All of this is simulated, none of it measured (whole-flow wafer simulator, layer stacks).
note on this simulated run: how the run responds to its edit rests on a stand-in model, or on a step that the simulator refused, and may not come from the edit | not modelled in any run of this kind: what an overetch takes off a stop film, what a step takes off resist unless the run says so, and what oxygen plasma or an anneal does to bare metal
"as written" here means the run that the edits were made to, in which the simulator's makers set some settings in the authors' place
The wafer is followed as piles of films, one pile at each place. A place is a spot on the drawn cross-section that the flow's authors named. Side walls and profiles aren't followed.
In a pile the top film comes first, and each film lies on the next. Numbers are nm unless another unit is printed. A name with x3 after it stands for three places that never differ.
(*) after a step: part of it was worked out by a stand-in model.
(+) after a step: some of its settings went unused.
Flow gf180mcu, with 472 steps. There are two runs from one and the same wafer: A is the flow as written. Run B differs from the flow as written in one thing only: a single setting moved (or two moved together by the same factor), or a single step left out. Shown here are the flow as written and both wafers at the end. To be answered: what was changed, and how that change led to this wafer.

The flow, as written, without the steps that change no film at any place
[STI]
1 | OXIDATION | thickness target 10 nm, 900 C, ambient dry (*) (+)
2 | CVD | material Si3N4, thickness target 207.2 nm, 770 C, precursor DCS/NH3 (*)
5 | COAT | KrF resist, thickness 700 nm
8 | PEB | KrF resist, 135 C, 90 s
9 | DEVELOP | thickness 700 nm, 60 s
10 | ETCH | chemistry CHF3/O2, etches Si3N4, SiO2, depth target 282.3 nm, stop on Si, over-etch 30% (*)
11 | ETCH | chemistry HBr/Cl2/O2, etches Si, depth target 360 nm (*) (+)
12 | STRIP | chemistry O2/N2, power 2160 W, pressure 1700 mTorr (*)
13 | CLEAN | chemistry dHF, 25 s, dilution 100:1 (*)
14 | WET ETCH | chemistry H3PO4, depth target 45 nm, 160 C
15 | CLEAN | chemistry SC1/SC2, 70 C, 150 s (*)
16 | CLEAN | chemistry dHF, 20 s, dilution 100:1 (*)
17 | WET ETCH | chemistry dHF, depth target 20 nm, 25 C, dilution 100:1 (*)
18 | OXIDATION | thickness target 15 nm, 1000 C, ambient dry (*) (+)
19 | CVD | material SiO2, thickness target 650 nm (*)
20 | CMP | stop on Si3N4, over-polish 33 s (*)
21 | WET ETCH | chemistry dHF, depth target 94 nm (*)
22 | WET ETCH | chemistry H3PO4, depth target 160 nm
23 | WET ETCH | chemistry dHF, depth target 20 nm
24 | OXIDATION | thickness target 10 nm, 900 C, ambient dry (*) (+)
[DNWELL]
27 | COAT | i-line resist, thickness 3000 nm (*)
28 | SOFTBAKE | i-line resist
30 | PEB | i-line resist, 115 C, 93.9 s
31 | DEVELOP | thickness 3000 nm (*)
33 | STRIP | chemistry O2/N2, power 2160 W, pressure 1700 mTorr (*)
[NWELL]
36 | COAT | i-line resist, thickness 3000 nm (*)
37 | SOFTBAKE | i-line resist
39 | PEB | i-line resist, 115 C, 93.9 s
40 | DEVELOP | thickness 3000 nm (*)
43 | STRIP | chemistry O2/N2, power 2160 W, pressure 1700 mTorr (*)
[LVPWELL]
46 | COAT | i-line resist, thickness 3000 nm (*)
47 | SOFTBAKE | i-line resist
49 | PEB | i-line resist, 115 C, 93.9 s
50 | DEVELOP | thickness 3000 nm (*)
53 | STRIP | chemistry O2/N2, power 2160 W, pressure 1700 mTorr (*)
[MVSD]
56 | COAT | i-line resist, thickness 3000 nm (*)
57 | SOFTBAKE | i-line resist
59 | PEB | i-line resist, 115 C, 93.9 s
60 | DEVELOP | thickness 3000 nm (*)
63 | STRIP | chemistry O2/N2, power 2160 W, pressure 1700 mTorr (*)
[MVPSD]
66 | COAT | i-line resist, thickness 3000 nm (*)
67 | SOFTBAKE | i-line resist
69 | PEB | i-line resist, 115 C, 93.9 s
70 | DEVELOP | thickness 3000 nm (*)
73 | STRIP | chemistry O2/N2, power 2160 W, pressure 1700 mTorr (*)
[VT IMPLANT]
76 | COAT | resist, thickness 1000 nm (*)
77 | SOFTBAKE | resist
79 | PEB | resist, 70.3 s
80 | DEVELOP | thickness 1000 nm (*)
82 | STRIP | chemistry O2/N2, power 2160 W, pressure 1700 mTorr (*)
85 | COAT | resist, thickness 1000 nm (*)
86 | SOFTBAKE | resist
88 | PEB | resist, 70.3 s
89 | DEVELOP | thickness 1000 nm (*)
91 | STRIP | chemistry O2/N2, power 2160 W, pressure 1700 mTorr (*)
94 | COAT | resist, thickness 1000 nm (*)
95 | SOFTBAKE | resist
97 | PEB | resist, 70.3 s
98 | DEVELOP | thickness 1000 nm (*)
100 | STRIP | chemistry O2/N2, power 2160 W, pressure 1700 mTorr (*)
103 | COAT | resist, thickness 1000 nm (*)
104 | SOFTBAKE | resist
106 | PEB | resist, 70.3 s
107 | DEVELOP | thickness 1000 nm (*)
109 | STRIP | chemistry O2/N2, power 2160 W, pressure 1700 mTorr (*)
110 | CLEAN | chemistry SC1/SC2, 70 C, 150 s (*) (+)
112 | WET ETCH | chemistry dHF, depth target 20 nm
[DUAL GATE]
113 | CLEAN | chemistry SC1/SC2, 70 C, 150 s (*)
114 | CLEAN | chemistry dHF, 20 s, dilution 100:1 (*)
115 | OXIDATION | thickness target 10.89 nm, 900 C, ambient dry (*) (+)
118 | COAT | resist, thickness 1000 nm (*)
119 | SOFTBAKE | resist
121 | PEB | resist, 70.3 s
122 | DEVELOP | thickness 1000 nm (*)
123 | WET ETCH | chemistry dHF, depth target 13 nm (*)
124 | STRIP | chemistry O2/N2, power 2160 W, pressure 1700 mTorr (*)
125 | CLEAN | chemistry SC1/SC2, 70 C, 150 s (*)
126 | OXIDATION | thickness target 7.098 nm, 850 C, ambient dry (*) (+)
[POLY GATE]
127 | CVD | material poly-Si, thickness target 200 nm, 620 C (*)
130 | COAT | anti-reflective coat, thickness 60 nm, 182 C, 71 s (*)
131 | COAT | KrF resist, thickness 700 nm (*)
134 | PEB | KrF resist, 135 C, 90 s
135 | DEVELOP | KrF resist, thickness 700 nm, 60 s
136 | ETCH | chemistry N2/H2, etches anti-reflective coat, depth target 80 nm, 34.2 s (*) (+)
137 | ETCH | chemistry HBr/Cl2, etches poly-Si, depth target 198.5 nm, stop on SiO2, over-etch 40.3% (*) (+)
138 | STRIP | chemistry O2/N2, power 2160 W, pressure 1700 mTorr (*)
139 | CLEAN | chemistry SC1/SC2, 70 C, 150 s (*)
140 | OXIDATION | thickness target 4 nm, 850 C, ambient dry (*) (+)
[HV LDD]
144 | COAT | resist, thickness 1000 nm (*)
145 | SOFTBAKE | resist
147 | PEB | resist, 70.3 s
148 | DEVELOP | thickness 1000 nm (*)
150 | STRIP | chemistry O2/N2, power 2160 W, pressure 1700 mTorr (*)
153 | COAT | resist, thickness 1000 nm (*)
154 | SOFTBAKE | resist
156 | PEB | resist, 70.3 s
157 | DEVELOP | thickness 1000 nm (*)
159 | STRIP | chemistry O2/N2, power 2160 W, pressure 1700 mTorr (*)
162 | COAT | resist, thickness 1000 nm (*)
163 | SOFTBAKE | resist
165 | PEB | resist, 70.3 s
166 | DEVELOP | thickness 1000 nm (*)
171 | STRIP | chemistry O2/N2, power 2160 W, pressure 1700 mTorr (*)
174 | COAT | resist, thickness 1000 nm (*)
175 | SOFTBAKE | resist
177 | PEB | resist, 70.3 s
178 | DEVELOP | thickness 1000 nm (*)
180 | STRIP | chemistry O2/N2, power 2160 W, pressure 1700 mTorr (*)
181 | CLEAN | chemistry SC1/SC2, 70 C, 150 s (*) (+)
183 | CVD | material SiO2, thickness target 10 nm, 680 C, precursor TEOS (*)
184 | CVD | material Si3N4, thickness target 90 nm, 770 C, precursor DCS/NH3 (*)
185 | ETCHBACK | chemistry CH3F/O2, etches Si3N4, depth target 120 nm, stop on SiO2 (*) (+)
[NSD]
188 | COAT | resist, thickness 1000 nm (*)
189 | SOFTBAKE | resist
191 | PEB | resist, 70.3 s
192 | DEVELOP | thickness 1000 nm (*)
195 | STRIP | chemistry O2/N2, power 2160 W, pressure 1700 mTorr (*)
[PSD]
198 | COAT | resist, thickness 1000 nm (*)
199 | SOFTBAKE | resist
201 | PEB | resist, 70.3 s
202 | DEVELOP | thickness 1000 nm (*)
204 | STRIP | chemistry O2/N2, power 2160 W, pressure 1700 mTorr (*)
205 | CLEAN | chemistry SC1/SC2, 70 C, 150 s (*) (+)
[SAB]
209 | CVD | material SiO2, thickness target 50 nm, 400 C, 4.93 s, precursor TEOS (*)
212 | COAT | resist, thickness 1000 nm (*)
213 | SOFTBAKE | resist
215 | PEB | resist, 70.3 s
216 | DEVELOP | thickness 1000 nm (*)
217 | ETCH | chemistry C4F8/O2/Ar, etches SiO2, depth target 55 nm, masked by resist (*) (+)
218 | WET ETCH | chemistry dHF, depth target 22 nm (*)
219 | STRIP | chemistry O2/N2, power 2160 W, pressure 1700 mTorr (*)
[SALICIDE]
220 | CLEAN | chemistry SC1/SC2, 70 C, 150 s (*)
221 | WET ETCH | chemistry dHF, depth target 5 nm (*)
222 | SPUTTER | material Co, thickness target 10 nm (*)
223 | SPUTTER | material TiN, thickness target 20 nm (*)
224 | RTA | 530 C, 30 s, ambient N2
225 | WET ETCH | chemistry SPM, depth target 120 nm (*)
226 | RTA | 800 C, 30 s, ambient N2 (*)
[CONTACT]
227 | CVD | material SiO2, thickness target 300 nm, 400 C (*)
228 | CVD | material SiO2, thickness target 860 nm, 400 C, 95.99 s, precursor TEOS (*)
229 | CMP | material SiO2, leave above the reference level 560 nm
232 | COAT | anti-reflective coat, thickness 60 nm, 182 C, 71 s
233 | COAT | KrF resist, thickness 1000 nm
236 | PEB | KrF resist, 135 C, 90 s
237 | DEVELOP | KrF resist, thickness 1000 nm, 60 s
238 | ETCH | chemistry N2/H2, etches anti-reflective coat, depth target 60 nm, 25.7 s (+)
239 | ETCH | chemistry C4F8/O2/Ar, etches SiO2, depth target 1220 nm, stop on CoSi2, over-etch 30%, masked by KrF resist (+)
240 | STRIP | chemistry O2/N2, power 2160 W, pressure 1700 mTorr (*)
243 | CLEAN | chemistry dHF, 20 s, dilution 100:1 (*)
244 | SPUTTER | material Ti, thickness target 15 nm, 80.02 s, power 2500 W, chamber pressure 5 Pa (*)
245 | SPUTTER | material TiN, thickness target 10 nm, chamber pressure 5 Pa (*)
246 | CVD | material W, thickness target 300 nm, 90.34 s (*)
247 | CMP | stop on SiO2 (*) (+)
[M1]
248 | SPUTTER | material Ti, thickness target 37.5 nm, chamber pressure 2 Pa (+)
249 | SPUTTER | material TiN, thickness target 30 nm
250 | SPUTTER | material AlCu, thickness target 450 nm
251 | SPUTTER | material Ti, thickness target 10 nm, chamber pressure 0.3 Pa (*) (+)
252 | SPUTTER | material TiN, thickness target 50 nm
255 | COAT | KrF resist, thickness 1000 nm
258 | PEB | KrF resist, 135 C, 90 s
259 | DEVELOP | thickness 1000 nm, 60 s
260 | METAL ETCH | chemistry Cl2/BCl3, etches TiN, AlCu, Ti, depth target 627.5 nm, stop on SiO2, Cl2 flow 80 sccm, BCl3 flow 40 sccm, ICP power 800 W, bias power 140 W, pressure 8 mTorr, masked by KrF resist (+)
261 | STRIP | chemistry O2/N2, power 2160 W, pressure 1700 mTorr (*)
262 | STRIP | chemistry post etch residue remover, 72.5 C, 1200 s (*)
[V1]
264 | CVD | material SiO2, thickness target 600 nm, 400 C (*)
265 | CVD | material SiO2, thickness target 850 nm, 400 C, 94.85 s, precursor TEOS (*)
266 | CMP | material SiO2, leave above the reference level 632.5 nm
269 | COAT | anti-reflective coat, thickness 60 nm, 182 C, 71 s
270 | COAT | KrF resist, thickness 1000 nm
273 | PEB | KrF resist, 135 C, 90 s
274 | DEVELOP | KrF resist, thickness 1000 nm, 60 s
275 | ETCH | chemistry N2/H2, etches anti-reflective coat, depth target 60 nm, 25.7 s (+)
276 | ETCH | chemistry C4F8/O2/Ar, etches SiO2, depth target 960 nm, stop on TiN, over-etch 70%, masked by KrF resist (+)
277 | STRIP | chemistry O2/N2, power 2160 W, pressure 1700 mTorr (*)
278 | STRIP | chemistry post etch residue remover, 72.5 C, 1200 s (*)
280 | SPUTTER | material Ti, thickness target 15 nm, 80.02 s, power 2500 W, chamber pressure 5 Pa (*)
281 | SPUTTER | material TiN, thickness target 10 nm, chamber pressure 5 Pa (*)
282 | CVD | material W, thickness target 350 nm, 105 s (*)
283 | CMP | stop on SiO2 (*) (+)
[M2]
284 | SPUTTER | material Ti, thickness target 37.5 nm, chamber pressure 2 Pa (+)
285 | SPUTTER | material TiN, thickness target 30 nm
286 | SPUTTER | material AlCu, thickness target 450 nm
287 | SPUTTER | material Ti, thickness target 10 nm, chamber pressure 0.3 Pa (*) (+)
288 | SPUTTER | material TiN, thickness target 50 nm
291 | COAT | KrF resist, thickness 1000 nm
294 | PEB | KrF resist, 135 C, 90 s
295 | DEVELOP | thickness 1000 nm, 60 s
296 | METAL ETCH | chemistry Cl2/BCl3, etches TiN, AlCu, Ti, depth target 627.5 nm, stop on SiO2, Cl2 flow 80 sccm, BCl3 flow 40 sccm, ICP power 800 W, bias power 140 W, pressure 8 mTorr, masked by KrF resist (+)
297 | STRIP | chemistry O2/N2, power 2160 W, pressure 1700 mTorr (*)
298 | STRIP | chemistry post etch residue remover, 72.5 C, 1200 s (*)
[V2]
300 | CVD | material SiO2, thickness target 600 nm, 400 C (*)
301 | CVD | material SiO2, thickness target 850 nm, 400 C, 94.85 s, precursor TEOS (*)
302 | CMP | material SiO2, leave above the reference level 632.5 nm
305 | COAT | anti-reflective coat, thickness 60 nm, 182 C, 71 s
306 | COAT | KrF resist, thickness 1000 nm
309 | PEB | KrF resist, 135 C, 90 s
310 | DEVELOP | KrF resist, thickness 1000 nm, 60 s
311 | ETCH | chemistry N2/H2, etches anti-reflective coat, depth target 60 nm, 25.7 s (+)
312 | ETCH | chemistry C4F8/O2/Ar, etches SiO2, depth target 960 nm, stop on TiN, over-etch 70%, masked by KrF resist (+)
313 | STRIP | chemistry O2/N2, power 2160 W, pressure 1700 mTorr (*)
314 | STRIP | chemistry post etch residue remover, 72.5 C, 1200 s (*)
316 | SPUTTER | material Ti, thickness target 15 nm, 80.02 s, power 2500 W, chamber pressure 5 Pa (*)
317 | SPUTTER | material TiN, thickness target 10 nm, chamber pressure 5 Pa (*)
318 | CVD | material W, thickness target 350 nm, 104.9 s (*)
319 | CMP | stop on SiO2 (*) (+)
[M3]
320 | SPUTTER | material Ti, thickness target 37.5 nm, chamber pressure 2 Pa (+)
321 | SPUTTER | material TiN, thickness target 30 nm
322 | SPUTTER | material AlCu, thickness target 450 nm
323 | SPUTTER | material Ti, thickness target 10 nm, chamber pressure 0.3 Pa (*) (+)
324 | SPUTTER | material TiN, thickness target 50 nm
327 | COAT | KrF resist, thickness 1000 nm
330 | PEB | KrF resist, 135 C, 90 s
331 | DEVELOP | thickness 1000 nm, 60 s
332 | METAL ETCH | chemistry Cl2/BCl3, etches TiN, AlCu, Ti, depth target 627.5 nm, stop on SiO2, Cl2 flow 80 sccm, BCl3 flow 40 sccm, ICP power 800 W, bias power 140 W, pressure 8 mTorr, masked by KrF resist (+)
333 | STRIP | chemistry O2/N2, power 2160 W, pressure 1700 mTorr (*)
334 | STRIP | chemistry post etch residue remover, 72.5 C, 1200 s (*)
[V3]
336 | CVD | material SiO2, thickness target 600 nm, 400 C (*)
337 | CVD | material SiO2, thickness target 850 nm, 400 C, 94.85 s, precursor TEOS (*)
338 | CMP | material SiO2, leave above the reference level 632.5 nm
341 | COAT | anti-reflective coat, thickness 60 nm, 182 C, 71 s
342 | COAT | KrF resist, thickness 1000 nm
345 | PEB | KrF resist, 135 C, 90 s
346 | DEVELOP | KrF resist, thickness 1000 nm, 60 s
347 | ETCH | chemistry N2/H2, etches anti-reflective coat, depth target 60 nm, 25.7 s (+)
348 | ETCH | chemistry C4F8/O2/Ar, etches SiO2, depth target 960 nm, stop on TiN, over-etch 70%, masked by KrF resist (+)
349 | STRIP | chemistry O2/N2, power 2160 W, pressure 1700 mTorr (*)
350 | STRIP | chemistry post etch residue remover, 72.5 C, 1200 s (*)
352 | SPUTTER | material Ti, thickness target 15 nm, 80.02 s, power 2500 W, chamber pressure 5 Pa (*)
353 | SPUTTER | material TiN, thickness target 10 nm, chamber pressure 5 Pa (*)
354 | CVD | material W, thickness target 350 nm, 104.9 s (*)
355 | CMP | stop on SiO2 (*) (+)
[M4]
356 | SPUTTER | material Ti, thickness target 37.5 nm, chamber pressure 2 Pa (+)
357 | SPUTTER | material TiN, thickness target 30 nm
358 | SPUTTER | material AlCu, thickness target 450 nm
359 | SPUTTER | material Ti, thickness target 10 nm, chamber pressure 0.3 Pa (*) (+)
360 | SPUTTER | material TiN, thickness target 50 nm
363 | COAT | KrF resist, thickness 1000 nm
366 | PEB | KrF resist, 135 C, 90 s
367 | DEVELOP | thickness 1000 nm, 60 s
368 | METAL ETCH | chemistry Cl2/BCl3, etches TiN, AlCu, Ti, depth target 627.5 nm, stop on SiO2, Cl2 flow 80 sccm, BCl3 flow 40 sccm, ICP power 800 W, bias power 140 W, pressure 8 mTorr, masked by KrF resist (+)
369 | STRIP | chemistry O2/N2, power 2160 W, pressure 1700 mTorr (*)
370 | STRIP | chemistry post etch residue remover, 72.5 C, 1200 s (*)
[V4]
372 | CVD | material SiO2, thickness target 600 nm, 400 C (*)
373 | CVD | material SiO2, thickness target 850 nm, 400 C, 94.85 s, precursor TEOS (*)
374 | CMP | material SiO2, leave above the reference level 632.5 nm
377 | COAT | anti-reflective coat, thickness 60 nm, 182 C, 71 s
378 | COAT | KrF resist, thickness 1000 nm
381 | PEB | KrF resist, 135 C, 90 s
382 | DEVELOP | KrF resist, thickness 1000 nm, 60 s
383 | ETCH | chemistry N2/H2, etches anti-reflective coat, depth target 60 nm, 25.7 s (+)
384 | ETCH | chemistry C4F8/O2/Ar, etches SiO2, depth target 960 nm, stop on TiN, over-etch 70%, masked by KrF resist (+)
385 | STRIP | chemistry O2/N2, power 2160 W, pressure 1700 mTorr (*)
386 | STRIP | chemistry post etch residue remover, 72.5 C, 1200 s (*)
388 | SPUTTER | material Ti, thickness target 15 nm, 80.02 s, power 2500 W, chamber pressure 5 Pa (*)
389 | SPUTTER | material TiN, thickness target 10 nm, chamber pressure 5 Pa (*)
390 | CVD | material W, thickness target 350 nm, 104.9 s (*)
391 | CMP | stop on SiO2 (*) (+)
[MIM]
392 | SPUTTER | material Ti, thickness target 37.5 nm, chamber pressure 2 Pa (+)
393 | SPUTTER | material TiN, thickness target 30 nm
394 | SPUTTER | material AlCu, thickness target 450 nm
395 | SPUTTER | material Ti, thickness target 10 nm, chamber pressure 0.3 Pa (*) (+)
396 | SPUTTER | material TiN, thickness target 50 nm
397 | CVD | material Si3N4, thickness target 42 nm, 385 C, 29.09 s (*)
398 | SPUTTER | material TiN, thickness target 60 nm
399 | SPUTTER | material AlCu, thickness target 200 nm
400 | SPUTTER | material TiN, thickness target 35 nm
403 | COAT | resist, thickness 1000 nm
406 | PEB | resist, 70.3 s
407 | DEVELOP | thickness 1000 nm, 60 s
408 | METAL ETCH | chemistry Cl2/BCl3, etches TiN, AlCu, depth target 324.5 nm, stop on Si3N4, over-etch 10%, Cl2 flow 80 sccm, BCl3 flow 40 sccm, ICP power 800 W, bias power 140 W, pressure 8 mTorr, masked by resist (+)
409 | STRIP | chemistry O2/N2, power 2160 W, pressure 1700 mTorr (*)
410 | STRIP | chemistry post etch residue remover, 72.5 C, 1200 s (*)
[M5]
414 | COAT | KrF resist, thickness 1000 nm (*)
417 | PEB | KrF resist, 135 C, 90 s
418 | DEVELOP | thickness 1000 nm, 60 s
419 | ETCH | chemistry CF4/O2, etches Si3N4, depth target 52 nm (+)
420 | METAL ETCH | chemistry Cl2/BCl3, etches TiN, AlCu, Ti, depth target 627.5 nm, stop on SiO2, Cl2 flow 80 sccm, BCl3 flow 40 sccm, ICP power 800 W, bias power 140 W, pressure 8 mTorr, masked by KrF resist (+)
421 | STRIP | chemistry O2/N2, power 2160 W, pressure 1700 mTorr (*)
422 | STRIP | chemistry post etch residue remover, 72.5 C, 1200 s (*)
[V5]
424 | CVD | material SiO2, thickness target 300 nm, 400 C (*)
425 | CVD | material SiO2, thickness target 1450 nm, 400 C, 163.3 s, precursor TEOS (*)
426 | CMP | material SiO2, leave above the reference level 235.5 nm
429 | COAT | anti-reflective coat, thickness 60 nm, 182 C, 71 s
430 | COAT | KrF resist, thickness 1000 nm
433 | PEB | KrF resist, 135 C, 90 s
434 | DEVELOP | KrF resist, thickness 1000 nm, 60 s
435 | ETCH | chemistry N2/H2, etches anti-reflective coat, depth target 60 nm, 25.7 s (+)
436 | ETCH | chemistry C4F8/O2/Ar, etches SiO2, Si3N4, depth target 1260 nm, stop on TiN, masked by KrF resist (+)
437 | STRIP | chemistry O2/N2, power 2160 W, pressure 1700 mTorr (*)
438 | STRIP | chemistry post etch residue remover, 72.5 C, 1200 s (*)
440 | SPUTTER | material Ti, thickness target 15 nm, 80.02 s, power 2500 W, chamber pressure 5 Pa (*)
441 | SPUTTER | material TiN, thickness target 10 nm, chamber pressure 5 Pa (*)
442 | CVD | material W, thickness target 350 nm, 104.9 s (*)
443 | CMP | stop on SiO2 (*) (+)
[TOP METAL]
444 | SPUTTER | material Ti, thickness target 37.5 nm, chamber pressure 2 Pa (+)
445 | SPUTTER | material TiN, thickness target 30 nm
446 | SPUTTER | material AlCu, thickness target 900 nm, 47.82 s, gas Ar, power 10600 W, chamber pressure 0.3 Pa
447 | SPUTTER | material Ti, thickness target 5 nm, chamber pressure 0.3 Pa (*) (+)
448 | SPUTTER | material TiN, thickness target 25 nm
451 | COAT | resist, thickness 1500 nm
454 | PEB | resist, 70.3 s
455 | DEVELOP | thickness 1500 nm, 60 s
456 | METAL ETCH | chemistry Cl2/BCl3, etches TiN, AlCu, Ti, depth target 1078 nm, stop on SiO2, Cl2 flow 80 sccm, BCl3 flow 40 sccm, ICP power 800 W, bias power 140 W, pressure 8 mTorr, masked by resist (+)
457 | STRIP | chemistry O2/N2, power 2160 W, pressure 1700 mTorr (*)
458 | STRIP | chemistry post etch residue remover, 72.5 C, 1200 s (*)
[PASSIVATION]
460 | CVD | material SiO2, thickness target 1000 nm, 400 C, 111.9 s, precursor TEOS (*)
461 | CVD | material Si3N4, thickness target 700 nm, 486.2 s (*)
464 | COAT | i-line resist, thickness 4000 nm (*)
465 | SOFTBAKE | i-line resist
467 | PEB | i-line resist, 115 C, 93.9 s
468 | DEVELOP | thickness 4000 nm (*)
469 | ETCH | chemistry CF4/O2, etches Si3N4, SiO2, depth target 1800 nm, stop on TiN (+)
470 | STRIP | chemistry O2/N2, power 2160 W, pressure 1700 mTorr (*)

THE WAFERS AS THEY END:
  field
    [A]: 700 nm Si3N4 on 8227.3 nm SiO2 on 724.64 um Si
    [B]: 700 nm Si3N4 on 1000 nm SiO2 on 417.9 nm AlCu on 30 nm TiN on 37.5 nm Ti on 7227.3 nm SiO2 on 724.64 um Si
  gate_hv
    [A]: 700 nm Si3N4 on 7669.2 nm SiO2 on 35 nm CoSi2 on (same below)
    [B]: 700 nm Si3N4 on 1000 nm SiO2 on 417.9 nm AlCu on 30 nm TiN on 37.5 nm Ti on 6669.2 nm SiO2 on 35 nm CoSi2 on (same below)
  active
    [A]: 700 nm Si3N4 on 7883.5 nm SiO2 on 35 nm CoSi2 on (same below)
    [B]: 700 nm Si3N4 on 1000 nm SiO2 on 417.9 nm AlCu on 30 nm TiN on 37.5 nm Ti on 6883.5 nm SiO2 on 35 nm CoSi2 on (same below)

Cause: step 456, METAL ETCH: depth target 506.4 nm was run, whereas the flow has depth target 1078 nm.

How this came from the change, step by step:
  456 | METAL ETCH | chemistry Cl2/BCl3, etches TiN, AlCu, Ti, depth target 1078 nm, stop on SiO2, Cl2 flow 80 sccm, BCl3 flow 40 sccm, ICP power 800 W, bias power 140 W, pressure 8 mTorr, masked by resist (+)
      field, field__w1, field__w2 and 103 more: A -25 TiN (all of it), -5 Ti (all of it), -900 AlCu (all of it), -30 TiN (all of it), -37.5 Ti (all of it) | B -25 TiN (all of it), -5 Ti (all of it), -476.4 AlCu
      field__w8, contact, m1, m1__w1, pad, m1_nw: A -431 resist | B -202.6 resist
  457 | STRIP | chemistry O2/N2, power 2160 W, pressure 1700 mTorr (*)
      field__w8, contact, m1, m1__w1, pad, m1_nw: A -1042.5 resist (all of it) | B -1270.9 resist (all of it)
  458 | STRIP | chemistry post etch residue remover, 72.5 C, 1200 s (*)
      field, field__w1, field__w2 and 103 more: A nothing | B -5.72 AlCu
  460 | CVD | material SiO2, thickness target 1000 nm, 400 C, 111.9 s, precursor TEOS (*)
      field, field__w1, field__w2 and 103 more: A +1000 SiO2 | B +1000 SiO2 (new film)
  464 | COAT | i-line resist, thickness 4000 nm (*)
      field: A +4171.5 i-line resist (new film) | B +4073.8 i-line resist (new film)
      field__w8: A +3093.1 i-line resist (new film) | B +3527.9 i-line resist (new film)
      (and at 11 other places as well)
  465 | SOFTBAKE | i-line resist
      gate: A +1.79 i-line resist | B -1.15 i-line resist
      field__w11, field__w13: A +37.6 i-line resist | B +15.3 i-line resist
      (and at 66 other places as well)
  467 | PEB | i-line resist, 115 C, 93.9 s
      field__w8, m1__w1: A -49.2 i-line resist | B -58.1 i-line resist
      contact, m1: A -49.6 i-line resist | B -58.3 i-line resist
      (and at 2 other places as well)
  468 | DEVELOP | thickness 4000 nm (*)
      pad: A -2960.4 i-line resist (all of it) | B -3433.3 i-line resist (all of it)
  470 | STRIP | chemistry O2/N2, power 2160 W, pressure 1700 mTorr (*)
      field__w8, m1__w1: A -1775.9 i-line resist (all of it) | B -2241.3 i-line resist (all of it)
      contact: A -1798.3 i-line resist (all of it) | B -2249.7 i-line resist (all of it)
      (and at 2 other places as well)
With metal films that touch counted as one body, field has 1 body; the flow as written gives 0 bodies.
With metal films that touch counted as one body, gate_hv has 2 bodies (between them, from the top down: SiO2 6669.2); the flow as written gives 1 body.
With metal films that touch counted as one body, active has 2 bodies (between them, from the top down: SiO2 6883.5); the flow as written gives 1 body.
